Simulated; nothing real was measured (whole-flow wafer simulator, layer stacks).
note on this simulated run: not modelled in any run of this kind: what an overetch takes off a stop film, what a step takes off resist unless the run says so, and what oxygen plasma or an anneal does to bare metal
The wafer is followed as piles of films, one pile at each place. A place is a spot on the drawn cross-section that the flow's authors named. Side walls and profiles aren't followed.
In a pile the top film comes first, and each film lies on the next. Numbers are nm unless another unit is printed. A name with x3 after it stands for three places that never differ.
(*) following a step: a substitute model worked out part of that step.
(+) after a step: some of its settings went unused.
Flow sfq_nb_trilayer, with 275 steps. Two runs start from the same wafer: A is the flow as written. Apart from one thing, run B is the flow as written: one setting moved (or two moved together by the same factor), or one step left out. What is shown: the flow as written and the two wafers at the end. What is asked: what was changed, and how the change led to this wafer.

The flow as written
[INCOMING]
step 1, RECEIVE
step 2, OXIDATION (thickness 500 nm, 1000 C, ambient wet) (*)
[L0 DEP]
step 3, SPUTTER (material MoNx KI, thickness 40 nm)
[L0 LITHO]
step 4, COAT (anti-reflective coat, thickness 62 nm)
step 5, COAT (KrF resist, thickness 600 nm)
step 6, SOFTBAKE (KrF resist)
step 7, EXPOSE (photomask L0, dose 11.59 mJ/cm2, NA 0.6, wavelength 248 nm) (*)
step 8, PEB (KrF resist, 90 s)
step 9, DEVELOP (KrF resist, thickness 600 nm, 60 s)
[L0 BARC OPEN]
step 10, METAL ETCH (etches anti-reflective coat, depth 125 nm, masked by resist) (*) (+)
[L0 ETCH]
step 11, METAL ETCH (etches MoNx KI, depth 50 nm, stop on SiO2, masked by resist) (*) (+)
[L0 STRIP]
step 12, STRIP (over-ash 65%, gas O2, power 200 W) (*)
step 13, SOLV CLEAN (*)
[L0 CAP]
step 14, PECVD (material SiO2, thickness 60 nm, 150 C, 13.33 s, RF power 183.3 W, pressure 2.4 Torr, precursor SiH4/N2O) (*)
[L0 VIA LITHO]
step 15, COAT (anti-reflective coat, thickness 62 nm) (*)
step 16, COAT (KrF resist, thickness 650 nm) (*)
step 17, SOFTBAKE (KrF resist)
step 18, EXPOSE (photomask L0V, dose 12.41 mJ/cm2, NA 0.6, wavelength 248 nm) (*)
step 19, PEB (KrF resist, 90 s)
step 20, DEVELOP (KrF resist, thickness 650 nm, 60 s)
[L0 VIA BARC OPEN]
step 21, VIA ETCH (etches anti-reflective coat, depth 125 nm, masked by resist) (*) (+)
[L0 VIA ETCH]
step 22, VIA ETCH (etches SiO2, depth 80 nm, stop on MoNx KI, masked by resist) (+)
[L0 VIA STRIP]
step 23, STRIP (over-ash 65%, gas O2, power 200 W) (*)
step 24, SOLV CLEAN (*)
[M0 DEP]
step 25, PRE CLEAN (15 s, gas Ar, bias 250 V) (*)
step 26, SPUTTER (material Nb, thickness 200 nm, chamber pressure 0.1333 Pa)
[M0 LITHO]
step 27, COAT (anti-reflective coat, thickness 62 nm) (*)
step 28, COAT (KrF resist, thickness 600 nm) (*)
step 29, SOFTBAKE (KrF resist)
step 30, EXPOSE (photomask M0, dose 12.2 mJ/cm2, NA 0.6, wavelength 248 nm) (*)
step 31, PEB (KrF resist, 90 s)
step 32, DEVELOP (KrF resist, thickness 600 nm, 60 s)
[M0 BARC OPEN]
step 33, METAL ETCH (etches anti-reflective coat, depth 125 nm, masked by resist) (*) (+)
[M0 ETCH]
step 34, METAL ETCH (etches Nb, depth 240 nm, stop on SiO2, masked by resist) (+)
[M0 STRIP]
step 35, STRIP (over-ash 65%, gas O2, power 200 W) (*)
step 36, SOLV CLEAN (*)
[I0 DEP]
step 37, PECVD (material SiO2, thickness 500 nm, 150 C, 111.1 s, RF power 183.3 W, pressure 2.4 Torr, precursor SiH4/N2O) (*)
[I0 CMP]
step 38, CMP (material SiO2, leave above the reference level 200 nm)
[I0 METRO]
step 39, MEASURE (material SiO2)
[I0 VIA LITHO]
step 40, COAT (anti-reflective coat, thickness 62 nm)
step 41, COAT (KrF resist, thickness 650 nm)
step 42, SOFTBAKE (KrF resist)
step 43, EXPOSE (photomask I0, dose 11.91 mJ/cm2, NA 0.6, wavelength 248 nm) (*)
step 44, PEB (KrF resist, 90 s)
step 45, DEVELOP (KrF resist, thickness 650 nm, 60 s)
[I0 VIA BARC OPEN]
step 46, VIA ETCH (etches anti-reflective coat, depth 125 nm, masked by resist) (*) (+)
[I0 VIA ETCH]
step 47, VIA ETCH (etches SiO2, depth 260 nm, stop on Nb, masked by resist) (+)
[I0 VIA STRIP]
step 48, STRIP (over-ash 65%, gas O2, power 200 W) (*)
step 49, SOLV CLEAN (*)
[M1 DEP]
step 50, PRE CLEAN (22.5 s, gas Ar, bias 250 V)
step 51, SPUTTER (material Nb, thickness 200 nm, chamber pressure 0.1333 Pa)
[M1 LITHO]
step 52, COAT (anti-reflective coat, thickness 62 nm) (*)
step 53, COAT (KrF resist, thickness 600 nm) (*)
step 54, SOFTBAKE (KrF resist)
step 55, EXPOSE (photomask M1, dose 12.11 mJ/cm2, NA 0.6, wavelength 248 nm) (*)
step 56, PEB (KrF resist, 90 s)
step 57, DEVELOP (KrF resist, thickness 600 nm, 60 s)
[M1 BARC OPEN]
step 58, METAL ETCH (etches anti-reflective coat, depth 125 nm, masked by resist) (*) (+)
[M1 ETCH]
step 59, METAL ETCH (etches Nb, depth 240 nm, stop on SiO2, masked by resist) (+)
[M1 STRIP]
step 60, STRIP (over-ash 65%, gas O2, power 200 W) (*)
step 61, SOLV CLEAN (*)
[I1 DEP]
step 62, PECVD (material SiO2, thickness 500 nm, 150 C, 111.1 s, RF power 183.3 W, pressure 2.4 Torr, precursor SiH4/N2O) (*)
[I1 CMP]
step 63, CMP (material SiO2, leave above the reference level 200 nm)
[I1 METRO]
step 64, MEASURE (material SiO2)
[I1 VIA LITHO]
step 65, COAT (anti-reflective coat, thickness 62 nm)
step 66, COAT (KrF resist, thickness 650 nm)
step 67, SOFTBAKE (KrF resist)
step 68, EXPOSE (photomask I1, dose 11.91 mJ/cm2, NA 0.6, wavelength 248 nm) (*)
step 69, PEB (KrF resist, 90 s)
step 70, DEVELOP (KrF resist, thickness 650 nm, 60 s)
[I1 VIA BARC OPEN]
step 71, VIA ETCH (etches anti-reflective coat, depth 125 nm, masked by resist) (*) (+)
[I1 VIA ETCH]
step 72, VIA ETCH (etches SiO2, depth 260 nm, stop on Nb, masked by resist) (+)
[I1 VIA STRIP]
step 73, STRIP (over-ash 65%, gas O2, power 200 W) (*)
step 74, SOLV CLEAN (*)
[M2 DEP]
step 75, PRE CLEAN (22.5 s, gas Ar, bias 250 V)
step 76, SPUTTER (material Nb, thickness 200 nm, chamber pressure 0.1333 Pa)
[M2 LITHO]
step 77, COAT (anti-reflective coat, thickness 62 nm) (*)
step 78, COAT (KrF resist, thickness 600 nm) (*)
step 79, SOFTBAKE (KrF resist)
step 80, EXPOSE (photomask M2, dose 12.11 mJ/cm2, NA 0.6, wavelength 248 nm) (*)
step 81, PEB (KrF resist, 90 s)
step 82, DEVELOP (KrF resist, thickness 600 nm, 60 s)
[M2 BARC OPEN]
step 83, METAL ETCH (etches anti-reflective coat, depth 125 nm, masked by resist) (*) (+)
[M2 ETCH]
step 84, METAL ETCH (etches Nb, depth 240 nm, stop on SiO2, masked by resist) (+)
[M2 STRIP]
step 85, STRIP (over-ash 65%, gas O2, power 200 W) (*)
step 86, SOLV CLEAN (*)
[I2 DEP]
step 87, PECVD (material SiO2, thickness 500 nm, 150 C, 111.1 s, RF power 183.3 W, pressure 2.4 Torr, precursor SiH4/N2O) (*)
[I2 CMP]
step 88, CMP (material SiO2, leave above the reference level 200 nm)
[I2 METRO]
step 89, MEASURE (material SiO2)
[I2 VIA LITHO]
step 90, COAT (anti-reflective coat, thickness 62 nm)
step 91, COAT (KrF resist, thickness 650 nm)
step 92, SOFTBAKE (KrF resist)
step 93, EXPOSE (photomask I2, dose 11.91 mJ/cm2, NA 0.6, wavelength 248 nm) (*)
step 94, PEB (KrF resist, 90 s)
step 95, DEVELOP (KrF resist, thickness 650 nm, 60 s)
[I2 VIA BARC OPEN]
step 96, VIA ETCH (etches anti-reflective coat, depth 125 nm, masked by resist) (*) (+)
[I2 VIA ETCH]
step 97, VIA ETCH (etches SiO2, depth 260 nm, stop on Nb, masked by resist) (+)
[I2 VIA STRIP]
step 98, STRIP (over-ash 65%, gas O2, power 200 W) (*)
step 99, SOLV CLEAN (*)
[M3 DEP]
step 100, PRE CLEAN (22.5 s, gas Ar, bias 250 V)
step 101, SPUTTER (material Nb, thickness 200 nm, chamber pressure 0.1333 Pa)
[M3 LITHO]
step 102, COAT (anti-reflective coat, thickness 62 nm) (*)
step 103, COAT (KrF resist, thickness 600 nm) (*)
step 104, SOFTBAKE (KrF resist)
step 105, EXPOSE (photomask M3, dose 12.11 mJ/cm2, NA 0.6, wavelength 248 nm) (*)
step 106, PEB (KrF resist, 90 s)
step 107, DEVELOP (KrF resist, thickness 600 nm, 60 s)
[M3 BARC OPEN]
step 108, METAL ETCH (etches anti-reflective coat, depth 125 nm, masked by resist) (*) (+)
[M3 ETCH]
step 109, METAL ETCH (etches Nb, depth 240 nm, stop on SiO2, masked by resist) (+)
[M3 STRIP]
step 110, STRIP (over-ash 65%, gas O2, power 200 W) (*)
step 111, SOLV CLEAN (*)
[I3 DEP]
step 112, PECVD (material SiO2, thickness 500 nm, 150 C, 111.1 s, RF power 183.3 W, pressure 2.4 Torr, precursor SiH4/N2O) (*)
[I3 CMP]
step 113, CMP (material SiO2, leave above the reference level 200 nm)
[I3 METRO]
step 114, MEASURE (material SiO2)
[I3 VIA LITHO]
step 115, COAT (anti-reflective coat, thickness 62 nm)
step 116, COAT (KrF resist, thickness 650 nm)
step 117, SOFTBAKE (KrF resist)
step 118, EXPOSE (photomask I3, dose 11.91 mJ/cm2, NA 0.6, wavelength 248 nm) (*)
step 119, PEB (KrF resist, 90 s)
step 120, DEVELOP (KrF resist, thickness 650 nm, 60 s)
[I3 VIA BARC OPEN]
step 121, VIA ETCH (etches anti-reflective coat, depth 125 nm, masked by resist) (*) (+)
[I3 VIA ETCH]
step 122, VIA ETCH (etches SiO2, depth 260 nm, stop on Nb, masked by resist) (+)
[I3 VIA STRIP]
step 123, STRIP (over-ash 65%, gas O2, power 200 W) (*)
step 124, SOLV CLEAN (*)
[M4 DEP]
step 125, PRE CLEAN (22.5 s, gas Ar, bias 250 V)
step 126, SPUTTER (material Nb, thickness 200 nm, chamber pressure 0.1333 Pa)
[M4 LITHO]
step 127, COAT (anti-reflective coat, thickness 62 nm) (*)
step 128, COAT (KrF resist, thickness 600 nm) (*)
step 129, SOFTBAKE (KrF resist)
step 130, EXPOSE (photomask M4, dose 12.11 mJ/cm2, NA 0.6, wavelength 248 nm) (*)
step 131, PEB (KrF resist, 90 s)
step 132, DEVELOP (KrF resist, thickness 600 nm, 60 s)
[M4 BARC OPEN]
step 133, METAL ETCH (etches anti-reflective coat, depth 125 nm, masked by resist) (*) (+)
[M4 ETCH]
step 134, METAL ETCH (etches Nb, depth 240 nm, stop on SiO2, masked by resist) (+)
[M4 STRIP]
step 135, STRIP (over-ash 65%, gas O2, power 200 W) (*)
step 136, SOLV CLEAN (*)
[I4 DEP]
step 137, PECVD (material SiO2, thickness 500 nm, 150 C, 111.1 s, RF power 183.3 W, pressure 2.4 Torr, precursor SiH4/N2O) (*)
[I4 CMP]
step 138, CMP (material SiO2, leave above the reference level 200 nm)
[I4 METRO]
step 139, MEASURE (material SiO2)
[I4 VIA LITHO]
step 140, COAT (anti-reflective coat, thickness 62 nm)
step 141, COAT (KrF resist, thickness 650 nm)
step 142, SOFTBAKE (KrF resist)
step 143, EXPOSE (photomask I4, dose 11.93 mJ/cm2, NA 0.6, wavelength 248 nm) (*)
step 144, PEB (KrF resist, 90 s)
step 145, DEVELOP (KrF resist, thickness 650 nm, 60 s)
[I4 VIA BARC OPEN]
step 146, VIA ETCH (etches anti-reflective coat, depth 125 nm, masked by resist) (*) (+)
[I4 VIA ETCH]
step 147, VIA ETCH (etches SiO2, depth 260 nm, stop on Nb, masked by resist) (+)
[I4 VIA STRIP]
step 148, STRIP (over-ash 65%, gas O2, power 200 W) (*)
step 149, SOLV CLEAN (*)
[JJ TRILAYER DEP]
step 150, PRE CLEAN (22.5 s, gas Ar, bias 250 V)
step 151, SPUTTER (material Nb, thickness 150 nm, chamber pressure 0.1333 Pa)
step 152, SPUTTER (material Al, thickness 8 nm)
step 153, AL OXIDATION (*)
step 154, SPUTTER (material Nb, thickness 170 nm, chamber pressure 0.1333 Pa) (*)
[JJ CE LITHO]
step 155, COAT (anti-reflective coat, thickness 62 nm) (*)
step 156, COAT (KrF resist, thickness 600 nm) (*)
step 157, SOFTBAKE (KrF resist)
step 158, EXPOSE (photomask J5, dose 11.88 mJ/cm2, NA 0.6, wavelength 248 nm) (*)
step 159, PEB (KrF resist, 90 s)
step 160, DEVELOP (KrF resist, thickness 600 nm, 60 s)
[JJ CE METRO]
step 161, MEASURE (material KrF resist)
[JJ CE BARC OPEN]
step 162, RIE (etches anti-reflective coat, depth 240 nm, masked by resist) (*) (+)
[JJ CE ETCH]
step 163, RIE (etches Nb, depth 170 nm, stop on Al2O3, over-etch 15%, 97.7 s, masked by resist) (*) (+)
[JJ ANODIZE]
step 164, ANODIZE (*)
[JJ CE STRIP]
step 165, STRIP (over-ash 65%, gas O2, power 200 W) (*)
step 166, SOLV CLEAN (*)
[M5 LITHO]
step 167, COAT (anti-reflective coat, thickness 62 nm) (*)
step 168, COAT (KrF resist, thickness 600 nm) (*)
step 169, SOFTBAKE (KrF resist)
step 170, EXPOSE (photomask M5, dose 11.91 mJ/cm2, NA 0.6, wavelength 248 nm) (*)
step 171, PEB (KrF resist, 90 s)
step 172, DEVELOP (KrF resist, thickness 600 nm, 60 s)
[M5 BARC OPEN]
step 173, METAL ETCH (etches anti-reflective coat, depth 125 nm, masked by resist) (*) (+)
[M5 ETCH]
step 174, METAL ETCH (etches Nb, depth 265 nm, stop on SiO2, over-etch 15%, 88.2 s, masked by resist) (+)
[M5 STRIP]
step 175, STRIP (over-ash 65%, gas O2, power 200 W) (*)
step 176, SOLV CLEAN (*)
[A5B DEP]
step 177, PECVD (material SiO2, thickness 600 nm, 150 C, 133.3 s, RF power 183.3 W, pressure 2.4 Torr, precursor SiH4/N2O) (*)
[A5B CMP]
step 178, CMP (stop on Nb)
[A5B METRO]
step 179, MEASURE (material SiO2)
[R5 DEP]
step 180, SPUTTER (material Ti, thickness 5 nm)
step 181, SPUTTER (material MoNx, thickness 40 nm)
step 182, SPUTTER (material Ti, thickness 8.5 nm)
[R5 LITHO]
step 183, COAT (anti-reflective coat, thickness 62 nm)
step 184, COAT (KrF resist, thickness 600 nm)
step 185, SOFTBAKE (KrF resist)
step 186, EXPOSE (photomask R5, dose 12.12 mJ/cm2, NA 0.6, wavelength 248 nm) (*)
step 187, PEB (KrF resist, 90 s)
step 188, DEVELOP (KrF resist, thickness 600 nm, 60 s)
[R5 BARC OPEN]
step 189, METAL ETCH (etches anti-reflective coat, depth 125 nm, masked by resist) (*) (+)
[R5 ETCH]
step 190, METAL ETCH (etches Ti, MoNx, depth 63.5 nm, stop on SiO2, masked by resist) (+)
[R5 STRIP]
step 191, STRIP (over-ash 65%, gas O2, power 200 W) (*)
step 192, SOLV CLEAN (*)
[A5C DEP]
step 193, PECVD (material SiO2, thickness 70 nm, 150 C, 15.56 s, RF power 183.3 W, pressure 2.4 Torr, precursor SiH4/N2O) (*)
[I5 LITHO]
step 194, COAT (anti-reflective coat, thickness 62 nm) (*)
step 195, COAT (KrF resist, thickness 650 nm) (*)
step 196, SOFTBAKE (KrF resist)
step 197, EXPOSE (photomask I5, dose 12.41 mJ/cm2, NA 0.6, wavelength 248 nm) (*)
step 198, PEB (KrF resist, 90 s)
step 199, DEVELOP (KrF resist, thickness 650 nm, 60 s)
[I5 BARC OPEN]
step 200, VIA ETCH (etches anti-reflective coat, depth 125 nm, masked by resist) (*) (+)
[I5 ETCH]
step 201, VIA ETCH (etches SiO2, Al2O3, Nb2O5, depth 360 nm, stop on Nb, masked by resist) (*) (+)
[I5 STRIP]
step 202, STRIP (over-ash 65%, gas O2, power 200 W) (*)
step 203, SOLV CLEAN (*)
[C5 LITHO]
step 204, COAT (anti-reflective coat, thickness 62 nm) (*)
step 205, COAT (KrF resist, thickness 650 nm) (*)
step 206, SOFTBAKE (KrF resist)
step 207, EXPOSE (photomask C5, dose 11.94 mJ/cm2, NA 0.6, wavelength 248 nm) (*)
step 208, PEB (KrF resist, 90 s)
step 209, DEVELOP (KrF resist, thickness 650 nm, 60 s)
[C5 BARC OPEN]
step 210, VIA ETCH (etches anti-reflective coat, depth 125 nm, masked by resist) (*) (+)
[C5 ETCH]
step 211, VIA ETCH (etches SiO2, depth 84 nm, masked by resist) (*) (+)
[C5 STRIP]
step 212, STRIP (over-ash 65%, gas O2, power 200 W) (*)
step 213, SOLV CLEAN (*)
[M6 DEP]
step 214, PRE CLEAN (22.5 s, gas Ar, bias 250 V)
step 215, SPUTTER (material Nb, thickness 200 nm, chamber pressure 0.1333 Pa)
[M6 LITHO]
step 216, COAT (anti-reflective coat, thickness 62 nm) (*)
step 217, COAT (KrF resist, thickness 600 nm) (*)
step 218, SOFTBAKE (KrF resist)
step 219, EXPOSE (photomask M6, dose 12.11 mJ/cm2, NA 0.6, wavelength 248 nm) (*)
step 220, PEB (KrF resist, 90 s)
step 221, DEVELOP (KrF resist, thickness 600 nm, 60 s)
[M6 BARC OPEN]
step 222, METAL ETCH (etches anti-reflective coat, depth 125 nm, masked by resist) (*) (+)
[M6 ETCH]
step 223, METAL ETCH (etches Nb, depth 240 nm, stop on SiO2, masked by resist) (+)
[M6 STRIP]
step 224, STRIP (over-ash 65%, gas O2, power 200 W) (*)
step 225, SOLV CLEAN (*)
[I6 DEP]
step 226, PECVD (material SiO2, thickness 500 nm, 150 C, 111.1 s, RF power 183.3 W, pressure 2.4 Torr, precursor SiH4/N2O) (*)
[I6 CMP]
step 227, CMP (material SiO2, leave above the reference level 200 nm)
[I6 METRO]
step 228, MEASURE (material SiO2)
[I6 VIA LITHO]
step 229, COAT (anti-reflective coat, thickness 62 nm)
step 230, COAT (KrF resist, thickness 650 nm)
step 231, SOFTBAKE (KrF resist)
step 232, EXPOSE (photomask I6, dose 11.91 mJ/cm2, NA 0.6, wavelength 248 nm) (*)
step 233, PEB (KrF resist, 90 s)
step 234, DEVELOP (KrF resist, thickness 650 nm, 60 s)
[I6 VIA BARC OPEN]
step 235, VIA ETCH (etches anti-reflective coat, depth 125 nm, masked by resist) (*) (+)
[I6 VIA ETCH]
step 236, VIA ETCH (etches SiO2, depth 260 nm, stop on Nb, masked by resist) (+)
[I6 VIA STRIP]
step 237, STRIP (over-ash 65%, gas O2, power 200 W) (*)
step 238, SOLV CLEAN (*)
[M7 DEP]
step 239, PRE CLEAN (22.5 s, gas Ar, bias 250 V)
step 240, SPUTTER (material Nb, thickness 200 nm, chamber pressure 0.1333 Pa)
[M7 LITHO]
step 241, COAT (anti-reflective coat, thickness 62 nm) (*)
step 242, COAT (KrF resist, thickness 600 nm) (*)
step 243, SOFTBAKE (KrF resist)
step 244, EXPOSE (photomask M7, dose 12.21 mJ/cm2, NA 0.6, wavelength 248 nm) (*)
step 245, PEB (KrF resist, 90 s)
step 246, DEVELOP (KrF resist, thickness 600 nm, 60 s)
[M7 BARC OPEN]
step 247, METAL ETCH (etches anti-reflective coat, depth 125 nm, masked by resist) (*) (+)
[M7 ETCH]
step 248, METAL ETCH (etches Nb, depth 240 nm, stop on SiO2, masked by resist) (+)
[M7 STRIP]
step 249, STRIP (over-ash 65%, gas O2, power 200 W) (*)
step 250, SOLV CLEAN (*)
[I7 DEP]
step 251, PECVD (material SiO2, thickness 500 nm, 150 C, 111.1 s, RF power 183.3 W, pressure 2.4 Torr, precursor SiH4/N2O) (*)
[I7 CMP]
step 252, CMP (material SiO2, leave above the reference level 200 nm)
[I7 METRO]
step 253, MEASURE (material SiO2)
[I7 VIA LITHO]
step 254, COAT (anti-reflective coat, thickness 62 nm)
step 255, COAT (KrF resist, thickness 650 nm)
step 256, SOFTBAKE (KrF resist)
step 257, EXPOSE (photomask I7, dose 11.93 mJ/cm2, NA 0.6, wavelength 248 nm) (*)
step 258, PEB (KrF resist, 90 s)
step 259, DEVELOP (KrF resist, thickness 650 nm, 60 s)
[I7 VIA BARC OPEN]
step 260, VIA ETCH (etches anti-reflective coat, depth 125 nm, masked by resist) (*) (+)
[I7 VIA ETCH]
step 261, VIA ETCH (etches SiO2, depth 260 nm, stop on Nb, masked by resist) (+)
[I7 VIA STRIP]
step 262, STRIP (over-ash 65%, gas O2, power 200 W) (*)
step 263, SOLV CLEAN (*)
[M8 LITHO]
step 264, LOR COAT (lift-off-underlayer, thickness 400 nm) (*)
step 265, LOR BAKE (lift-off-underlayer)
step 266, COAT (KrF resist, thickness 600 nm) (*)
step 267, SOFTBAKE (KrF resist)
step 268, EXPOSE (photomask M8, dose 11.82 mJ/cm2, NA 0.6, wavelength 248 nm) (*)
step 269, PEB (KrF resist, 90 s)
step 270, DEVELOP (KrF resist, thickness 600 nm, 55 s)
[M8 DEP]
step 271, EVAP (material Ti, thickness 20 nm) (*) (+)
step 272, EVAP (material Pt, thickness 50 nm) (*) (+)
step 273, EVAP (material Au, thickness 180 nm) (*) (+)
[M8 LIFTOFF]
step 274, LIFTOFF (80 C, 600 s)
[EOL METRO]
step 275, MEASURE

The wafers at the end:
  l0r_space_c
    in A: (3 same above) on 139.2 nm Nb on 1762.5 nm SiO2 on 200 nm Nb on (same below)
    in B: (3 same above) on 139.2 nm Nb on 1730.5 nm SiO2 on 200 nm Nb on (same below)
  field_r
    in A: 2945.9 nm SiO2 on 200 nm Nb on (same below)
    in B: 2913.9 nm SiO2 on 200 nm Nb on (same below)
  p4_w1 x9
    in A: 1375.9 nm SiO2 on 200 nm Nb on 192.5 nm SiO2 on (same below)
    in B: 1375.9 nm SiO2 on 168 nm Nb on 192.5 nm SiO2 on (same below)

Cause: step 126, SPUTTER: thickness 168 nm was run, though the flow has thickness 200 nm.
One can read it off the wafer: p4_w1 x9 has Nb 168, and step 126 as written asks for 200 nm.

How this came from the change, step by step:
  step 126, SPUTTER (material Nb, thickness 200 nm, chamber pressure 0.1333 Pa)
      field_l, v_sur, via_wl and 102 more: A Nb gains 200 (new film) | B Nb gains 168 (new film)
      via_v: A Nb gains 165.5 | B Nb gains 138.8
  step 134, METAL ETCH (etches Nb, depth 240 nm, stop on SiO2, masked by resist) (+)
      field_l, be, be_sur and 64 more: A Nb loses 200 (all of it) | B Nb loses 168 (all of it)
  step 137, PECVD (material SiO2, thickness 500 nm, 150 C, 111.1 s, RF power 183.3 W, pressure 2.4 Torr, precursor SiH4/N2O) (*)
      p3_s0 x6: A SiO2 gains 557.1 | B SiO2 gains 525.1
  step 138, CMP (material SiO2, leave above the reference level 200 nm)
      field_l, be, be_sur and 55 more: A SiO2 loses 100 | B SiO2 loses 132
      lsp_r, l0_sur, l0v: A SiO2 loses 91.9 | B SiO2 loses 125.2
